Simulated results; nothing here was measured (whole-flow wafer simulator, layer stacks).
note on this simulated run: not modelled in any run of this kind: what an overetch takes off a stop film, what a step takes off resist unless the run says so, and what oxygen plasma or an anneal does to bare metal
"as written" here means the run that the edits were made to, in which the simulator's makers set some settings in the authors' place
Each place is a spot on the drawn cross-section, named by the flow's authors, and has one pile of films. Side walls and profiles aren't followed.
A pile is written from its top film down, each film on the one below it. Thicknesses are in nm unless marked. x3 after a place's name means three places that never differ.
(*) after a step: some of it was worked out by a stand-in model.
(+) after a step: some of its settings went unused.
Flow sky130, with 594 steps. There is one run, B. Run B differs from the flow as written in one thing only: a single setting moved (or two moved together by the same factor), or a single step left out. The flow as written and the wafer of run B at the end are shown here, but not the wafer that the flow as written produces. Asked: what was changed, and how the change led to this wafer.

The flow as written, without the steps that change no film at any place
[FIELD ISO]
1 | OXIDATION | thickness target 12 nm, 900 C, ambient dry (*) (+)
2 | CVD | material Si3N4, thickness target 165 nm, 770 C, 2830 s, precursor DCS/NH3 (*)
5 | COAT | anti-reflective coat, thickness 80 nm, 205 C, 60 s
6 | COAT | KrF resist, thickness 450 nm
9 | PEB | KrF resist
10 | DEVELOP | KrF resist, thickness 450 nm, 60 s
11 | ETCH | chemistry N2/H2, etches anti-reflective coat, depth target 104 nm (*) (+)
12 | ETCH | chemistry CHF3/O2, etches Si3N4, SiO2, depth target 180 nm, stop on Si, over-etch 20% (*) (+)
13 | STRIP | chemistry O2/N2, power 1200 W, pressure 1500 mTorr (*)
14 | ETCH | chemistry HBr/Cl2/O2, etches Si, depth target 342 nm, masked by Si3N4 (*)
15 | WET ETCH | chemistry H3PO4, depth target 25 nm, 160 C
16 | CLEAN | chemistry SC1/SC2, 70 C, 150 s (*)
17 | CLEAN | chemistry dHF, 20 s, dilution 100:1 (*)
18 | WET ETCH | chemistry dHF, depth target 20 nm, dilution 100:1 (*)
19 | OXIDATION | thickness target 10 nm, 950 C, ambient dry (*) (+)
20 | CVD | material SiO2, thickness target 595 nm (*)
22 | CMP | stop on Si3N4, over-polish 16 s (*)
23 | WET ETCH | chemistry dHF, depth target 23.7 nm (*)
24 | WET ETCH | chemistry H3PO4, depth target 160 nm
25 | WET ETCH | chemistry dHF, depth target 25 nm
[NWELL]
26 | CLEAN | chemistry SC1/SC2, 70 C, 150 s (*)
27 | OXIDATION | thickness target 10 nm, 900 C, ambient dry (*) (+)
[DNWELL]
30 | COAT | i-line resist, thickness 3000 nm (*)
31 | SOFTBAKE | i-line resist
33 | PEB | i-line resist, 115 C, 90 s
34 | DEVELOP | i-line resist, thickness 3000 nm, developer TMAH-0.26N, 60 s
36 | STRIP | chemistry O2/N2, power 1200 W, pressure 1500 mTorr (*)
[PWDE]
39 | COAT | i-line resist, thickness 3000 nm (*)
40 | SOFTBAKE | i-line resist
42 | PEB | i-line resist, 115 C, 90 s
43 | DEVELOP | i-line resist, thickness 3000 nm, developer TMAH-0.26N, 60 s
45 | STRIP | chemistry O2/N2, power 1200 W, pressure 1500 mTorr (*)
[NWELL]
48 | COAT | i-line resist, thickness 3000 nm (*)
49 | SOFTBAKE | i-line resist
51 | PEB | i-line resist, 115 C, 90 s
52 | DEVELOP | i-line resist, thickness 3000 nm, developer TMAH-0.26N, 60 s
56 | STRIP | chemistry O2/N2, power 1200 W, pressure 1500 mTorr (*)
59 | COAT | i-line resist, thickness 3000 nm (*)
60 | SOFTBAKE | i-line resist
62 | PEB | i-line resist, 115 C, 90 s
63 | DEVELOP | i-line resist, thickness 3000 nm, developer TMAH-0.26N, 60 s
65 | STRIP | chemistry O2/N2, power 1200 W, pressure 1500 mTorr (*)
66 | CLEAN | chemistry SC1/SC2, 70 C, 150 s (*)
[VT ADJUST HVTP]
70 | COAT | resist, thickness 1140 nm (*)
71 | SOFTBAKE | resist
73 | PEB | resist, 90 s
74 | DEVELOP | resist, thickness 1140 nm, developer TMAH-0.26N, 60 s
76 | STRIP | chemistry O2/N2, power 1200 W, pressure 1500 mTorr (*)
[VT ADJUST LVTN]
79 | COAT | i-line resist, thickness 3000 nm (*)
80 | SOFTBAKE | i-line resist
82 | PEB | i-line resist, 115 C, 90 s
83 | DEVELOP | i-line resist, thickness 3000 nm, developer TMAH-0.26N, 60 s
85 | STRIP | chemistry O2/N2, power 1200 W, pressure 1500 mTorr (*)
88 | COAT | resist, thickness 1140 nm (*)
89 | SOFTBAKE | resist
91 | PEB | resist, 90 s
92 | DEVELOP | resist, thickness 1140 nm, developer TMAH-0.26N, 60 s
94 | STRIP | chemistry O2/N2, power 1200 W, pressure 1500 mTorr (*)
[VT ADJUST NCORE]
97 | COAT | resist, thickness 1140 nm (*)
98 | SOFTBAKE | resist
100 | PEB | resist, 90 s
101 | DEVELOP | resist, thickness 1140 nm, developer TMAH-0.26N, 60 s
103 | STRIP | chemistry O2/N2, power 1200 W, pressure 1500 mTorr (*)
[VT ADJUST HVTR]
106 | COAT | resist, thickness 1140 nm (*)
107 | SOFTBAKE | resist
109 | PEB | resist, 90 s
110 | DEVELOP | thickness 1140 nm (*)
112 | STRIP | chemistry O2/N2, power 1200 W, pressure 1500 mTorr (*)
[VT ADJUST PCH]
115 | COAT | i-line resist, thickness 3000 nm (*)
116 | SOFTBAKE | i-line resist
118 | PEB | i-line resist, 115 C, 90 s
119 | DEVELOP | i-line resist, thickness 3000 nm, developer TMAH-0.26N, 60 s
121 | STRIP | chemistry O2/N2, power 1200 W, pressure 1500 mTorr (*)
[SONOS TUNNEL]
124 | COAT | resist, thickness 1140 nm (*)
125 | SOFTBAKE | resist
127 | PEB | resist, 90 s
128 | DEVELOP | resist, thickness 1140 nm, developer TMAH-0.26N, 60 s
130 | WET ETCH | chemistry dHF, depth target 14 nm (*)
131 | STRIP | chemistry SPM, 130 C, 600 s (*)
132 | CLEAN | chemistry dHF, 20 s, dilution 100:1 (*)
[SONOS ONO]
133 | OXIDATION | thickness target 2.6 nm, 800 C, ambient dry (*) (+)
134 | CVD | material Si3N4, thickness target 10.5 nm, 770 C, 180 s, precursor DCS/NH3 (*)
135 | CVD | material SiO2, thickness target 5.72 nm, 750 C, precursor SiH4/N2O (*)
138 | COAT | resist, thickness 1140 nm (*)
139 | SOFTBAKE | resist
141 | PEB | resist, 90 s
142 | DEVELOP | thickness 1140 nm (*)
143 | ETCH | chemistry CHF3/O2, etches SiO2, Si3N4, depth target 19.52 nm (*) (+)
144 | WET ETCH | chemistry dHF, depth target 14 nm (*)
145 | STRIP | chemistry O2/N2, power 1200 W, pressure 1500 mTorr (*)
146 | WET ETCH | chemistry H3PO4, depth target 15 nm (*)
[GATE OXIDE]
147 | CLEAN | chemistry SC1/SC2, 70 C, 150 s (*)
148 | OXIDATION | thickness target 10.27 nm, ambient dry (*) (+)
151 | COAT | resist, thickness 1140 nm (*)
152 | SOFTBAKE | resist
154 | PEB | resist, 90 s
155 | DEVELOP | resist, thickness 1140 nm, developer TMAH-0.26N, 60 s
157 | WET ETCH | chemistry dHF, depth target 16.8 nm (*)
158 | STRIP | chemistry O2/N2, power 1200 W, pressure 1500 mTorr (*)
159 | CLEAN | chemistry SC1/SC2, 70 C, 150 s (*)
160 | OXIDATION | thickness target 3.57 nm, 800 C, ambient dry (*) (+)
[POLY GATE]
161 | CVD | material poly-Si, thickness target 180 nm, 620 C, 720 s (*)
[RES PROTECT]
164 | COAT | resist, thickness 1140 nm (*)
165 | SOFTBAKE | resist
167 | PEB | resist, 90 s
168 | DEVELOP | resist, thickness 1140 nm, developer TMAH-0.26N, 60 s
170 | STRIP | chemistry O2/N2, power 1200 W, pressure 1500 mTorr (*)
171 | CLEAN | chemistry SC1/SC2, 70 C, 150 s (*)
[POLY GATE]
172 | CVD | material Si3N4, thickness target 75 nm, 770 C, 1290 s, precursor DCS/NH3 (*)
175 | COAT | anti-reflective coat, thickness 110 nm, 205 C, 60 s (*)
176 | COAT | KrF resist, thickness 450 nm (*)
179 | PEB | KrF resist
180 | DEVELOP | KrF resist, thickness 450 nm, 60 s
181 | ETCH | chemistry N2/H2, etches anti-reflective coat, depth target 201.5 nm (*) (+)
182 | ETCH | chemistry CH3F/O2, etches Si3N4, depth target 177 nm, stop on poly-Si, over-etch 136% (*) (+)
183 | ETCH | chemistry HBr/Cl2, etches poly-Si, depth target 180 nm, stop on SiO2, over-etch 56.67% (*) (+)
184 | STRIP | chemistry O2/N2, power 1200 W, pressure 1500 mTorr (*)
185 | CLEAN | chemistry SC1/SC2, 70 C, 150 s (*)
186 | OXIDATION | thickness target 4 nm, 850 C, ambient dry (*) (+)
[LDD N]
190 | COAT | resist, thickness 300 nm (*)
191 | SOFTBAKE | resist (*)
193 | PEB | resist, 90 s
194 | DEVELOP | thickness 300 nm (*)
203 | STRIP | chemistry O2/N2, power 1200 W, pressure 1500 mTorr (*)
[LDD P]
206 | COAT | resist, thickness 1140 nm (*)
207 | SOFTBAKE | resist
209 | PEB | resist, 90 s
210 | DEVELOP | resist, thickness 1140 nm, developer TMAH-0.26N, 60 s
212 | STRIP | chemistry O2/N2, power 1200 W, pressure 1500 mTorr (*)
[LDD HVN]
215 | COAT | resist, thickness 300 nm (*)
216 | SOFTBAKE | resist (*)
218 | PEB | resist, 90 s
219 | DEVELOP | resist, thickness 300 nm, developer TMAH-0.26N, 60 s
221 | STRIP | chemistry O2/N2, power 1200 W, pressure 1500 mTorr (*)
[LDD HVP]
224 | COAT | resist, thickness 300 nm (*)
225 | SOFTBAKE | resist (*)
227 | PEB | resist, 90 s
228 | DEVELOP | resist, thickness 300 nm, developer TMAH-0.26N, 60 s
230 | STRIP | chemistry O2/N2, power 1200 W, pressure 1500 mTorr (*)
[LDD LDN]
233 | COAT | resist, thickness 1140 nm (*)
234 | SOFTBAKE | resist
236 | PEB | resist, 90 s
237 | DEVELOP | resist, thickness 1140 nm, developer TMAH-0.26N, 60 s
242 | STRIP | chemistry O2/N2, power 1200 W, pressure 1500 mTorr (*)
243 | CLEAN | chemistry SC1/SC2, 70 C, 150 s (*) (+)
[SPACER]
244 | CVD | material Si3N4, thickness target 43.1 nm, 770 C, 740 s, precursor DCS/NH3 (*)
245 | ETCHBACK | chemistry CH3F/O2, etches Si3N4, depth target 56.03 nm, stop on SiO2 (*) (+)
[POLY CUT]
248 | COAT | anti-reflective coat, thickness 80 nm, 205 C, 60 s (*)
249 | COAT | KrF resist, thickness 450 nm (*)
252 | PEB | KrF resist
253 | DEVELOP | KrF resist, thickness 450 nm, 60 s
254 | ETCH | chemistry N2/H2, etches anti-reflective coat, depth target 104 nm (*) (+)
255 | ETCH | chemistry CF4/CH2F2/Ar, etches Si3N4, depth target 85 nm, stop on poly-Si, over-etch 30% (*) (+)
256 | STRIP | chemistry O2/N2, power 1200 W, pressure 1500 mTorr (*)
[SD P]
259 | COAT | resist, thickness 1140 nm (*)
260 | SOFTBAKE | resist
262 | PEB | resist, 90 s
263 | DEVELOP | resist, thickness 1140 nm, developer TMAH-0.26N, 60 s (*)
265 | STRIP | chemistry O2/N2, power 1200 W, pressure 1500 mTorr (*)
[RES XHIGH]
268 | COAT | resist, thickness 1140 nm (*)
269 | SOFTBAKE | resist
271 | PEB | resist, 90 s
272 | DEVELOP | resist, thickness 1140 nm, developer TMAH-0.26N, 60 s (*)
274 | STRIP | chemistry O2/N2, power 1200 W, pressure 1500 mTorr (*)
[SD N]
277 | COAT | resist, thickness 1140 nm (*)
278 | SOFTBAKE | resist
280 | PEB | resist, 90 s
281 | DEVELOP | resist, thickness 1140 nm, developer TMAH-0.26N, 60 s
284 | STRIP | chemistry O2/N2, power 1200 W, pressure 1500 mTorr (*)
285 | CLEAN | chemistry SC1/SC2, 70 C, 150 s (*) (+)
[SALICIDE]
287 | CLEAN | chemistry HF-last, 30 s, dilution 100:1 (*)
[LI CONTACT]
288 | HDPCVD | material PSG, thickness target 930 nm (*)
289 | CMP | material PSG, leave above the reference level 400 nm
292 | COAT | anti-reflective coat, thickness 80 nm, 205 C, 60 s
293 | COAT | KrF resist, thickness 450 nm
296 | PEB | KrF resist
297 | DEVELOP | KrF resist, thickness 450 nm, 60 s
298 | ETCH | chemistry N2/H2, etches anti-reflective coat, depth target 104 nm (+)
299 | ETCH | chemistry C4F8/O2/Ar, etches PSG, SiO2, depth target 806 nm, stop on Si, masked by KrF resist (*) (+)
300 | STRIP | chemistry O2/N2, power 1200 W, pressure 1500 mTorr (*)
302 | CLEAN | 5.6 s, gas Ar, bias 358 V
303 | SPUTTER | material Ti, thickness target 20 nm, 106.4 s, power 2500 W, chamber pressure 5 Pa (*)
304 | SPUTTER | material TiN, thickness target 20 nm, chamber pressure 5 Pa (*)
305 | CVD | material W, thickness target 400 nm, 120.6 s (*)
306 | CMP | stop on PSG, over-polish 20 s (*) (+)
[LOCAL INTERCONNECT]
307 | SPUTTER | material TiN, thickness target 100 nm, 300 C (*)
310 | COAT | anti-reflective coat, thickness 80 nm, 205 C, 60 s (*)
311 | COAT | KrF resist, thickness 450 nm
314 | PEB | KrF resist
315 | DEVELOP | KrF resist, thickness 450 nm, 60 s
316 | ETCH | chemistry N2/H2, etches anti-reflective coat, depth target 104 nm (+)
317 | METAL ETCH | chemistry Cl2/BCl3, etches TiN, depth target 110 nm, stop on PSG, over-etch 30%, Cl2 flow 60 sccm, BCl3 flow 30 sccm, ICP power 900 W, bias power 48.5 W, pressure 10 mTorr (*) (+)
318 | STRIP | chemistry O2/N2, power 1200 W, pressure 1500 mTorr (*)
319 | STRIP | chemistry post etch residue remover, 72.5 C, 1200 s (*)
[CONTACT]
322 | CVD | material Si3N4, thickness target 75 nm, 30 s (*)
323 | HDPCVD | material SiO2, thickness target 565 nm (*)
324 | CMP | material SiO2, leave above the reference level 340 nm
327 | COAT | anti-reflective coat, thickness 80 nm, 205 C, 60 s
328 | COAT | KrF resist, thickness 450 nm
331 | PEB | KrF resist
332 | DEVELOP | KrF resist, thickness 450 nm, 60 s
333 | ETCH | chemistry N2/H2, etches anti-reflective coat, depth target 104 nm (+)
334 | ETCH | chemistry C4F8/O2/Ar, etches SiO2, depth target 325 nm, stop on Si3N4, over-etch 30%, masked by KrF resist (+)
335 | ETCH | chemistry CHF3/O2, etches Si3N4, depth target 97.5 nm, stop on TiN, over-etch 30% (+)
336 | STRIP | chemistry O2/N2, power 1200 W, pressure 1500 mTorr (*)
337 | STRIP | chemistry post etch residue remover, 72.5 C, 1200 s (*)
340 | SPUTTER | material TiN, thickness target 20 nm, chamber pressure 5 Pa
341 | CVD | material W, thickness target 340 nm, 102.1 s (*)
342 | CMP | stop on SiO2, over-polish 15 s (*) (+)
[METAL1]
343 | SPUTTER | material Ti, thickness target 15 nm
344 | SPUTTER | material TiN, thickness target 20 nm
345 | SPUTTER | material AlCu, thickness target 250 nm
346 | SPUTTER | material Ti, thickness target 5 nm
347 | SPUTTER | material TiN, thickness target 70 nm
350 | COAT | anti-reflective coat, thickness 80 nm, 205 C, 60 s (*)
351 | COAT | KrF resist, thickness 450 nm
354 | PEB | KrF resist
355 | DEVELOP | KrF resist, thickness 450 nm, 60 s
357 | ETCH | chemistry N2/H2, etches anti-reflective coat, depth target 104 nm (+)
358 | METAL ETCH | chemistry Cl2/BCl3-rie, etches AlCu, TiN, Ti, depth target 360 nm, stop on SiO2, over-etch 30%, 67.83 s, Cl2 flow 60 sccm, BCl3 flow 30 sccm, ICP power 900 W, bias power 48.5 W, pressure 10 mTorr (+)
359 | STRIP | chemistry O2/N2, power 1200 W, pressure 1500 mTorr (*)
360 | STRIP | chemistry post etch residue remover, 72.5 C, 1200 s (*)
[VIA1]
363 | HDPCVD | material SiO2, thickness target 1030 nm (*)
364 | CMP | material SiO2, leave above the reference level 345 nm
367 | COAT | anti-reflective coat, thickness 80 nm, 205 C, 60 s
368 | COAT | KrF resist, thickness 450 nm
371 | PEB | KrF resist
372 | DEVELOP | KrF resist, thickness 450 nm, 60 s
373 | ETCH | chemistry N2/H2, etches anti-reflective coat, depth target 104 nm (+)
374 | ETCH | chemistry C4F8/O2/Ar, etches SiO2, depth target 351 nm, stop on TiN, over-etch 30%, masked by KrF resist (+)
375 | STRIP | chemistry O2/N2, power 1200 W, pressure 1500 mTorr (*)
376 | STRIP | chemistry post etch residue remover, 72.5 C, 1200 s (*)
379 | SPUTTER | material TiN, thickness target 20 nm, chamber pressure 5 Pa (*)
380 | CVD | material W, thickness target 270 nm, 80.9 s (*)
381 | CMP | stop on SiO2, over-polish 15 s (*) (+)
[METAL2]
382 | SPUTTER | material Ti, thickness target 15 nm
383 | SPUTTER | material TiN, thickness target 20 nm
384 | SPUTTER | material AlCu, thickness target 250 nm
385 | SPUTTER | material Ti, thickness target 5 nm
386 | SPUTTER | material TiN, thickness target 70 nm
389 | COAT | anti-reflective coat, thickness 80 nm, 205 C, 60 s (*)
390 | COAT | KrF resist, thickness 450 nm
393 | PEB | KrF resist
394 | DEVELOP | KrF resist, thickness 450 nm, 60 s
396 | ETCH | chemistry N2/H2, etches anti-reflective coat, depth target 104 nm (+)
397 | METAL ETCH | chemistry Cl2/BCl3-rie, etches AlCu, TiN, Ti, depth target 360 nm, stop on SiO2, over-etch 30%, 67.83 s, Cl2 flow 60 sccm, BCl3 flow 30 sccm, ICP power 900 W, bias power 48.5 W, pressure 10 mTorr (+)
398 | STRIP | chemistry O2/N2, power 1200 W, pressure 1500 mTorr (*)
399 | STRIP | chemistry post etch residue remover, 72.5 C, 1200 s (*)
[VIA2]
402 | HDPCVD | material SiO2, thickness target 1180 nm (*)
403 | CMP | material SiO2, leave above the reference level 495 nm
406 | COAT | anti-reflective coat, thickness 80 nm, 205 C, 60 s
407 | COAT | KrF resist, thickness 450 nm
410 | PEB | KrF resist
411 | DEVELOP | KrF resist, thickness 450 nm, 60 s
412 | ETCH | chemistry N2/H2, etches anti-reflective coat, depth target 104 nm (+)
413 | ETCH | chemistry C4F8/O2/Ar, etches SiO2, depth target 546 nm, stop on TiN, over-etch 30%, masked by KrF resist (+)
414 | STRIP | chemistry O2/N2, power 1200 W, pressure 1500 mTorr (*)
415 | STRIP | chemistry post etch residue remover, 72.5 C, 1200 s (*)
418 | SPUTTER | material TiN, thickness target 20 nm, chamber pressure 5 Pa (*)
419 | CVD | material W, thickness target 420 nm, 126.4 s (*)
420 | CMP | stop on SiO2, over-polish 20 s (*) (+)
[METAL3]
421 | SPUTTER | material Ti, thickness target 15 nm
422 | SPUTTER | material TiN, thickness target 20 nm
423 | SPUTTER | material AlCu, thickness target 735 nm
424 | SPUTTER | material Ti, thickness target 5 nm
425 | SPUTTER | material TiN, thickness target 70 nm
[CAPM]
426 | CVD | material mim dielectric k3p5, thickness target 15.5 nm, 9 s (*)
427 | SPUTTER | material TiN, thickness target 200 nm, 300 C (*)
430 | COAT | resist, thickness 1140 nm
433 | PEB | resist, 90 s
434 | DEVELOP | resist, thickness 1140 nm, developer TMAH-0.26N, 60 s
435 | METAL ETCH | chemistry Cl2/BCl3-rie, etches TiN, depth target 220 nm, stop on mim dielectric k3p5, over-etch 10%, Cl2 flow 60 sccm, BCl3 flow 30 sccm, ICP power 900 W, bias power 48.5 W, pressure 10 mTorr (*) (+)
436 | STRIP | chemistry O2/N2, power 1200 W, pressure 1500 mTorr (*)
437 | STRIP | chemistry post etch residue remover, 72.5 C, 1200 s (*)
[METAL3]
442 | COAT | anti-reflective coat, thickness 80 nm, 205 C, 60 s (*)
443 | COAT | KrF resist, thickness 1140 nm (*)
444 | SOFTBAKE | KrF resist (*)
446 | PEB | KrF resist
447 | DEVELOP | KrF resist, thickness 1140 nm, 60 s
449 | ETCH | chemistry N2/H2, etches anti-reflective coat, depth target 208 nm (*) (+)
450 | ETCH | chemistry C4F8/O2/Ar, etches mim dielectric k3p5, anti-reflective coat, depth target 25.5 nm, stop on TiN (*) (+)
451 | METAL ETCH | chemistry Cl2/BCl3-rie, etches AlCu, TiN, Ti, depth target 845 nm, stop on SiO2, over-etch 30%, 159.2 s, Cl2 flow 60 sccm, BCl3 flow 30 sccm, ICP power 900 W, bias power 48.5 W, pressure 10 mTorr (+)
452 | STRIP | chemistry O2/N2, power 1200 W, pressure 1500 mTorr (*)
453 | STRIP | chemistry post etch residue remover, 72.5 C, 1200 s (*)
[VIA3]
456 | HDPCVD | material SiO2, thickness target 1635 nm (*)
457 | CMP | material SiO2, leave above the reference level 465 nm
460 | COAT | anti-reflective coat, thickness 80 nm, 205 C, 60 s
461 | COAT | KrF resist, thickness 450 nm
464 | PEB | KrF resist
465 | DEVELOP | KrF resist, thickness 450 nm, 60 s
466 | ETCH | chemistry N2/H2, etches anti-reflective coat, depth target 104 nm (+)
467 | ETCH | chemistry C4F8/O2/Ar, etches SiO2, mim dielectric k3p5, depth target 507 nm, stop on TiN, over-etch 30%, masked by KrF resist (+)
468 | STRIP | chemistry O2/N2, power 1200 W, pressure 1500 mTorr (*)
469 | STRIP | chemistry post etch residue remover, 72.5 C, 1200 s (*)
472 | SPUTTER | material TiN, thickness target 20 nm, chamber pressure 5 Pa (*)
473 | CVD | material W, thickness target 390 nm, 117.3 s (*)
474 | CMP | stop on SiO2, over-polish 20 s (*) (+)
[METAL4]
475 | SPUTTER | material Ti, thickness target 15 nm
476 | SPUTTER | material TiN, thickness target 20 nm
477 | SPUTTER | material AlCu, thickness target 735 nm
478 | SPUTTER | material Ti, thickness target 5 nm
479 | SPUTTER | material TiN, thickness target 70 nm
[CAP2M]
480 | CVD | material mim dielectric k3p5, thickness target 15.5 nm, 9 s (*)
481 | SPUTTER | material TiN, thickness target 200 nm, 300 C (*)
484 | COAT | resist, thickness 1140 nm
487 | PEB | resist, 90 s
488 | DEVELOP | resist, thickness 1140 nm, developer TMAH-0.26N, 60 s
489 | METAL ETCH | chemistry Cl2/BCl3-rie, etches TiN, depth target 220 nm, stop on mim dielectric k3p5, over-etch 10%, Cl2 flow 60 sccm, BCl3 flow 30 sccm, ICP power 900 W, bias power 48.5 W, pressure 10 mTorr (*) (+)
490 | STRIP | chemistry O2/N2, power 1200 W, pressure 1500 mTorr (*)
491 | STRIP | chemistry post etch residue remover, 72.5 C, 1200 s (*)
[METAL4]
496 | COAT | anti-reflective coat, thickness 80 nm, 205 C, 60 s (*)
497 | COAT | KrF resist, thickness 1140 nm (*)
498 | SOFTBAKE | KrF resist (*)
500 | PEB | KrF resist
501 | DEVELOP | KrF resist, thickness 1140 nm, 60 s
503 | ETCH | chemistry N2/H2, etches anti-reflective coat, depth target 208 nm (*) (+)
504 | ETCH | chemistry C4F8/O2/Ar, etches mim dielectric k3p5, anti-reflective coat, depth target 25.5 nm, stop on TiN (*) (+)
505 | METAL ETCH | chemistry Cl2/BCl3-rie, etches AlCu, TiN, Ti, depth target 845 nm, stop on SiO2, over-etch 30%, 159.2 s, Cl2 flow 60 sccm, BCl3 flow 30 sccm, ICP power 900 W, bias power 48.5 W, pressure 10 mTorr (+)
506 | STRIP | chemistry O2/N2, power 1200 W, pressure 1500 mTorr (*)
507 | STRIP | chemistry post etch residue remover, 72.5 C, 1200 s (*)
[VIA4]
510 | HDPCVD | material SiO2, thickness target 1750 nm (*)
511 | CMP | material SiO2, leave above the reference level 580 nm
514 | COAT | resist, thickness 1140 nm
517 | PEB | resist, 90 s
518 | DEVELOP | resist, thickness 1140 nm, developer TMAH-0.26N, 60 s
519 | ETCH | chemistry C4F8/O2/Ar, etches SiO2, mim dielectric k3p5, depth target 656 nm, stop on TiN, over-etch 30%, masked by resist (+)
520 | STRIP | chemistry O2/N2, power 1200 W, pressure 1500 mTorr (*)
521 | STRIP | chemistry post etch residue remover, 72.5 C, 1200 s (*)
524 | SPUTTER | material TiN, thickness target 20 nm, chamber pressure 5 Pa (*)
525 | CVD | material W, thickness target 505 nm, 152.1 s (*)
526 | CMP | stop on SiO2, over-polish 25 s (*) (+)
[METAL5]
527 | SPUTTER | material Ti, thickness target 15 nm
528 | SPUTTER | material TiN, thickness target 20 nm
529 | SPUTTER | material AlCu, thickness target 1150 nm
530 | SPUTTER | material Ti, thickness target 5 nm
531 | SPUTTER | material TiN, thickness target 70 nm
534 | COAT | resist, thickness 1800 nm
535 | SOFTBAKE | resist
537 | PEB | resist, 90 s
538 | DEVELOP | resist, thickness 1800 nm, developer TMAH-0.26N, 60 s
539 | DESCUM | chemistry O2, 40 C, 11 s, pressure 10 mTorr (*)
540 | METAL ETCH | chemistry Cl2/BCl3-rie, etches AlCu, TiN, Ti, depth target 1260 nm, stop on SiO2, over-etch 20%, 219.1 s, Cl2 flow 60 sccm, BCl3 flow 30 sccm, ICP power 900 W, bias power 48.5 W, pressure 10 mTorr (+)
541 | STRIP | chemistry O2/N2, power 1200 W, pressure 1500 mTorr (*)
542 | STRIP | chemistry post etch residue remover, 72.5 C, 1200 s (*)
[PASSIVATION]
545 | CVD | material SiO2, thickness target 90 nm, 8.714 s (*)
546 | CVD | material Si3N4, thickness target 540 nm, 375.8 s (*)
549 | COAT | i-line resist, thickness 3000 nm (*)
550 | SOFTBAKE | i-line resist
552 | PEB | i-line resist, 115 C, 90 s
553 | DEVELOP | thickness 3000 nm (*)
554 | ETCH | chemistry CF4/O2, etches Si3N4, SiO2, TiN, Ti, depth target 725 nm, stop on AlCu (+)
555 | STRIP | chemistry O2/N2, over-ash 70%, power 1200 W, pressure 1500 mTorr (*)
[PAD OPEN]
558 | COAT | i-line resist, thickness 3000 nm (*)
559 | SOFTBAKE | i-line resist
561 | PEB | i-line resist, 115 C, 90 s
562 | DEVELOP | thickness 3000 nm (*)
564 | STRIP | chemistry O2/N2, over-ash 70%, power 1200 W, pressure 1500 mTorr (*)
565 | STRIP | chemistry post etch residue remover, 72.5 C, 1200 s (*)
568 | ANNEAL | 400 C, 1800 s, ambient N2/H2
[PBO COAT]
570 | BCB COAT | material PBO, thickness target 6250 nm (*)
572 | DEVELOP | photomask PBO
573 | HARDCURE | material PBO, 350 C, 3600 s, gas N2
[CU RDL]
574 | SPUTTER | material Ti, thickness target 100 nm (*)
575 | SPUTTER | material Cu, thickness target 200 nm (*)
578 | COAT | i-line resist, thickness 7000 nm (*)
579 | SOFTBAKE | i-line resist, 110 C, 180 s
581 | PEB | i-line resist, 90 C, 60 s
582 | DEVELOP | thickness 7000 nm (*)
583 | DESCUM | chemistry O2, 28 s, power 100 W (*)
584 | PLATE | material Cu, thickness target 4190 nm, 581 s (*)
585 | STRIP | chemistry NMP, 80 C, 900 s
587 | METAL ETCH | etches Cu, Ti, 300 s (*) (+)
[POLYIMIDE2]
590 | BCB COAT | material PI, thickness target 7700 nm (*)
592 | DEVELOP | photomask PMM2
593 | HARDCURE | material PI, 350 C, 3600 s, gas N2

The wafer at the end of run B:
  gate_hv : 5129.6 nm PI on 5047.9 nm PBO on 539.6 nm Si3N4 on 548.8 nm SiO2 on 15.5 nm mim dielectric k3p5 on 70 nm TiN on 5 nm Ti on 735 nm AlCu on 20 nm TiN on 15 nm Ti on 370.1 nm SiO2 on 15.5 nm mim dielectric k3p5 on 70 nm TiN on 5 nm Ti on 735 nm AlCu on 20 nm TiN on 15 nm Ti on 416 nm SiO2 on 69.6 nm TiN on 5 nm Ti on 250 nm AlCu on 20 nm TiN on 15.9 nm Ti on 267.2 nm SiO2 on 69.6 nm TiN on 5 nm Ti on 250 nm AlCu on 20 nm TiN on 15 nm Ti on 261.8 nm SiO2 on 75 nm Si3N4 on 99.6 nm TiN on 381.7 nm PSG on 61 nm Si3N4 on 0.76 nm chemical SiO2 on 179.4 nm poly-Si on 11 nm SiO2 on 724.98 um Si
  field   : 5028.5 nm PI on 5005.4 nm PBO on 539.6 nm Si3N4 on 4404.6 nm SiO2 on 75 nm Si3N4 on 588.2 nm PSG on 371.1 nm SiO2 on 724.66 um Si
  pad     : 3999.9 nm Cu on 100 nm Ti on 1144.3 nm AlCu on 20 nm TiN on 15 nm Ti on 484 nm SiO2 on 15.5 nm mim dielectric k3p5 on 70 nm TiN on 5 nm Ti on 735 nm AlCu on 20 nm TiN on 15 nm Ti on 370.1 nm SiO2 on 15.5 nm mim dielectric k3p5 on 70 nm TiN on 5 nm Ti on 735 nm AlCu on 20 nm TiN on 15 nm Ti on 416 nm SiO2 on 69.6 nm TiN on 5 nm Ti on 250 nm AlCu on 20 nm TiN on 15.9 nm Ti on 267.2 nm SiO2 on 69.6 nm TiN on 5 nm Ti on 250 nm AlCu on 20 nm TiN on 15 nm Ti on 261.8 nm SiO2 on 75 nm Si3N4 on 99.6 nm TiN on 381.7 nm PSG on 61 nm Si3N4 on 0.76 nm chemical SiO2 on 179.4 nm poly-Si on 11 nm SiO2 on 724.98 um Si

Cause: step 382, SPUTTER: thickness target 15.9 nm was run, whereas the flow has thickness target 15 nm.
The wafer itself shows it: gate_hv has Ti 15.9, and step 382 as written asks for 15 nm.

Step by step, how the change led to this:
  382 | SPUTTER | material Ti, thickness target 15 nm
      field, active, n_well and 188 more: Ti gains 15.9 (new film) (in the flow as written it would be: Ti gains 15 (new film))
  397 | METAL ETCH | chemistry Cl2/BCl3-rie, etches AlCu, TiN, Ti, depth target 360 nm, stop on SiO2, over-etch 30%, 67.83 s, Cl2 flow 60 sccm, BCl3 flow 30 sccm, ICP power 900 W, bias power 48.5 W, pressure 10 mTorr (+)
      field, active, gate and 82 more: TiN loses 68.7 (all of it), Ti loses 5 (all of it), AlCu loses 250 (all of it), TiN loses 20 (all of it), Ti loses 15.9 (all of it), SiO2 loses 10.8 (in the flow as written it would be: TiN loses 68.7 (all of it), Ti loses 5 (all of it), AlCu loses 250 (all of it), TiN loses 20 (all of it), Ti loses 15 (all of it), SiO2 loses 10.9)
